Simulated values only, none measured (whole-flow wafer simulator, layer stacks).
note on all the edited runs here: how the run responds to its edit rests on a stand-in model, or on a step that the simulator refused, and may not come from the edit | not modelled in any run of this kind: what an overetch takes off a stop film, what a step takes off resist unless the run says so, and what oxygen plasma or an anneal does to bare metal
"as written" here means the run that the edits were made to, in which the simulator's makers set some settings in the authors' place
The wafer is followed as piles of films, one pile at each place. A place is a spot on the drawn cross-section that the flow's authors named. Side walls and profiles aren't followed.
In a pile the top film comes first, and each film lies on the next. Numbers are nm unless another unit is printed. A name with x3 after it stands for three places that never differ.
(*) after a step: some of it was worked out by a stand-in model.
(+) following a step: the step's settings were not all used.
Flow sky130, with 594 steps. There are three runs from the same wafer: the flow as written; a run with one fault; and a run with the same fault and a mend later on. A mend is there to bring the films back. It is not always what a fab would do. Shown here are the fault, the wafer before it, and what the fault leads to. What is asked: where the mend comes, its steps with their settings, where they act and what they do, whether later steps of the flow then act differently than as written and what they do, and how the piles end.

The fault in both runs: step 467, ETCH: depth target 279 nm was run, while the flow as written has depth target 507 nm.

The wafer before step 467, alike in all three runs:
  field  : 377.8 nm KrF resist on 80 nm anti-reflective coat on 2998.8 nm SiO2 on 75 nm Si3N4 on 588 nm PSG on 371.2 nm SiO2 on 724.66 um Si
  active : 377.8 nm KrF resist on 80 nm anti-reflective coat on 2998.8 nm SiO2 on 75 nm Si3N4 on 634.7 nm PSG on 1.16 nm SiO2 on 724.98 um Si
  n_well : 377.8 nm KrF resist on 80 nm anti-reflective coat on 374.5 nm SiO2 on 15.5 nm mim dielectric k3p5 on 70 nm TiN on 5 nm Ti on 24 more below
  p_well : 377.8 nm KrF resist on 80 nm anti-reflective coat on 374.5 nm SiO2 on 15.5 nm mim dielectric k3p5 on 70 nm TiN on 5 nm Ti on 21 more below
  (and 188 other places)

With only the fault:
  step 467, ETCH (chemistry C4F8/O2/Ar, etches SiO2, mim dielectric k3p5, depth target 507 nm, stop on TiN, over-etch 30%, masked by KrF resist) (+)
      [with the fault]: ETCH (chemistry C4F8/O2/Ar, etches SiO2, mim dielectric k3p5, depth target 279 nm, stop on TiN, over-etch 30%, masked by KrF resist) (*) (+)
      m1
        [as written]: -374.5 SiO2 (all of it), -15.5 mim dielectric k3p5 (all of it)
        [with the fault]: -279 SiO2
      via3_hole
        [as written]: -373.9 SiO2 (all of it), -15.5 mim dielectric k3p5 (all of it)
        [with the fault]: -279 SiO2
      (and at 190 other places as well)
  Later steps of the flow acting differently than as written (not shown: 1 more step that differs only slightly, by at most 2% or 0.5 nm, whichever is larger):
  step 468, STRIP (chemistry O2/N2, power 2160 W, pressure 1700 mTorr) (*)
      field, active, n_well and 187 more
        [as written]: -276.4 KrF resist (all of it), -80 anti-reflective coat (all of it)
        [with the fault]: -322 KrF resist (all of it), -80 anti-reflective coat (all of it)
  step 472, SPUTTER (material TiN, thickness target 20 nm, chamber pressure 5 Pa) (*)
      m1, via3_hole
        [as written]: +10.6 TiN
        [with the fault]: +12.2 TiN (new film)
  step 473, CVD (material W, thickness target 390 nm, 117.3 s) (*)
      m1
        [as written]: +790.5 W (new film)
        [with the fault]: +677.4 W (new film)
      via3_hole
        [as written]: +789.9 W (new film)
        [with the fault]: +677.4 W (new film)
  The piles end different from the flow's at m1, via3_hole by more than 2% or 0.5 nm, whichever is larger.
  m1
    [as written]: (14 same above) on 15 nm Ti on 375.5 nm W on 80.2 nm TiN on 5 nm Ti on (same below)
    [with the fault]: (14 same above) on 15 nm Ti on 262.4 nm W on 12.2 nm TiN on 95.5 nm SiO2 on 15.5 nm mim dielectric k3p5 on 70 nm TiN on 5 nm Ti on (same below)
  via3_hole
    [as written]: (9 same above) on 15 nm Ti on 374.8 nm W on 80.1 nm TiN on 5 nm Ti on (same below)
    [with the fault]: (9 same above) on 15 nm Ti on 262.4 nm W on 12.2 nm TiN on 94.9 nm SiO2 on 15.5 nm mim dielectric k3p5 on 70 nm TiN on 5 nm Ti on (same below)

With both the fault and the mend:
  After step 467 comes the mend.
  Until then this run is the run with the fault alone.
  step 467a, ETCH (chemistry C4F8/O2/Ar, etches SiO2, mim dielectric k3p5, depth target 228 nm, stop on TiN, over-etch 30%, masked by KrF resist) (+) (the flow's step 467, run once more with other settings)
      field, active, n_well and 187 more
        -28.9 KrF resist
      m1
        -95.5 SiO2 (all of it), -15.5 mim dielectric k3p5 (all of it)
      via3_hole
        -94.9 SiO2 (all of it), -15.5 mim dielectric k3p5 (all of it)
  Later steps of the flow acting differently than as written:
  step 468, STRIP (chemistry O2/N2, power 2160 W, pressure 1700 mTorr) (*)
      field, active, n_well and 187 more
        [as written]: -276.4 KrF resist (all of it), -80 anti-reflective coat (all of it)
        [with the mend]: -293.2 KrF resist (all of it), -80 anti-reflective coat (all of it)
  At every place that both follow, the piles at the end match the flow's.
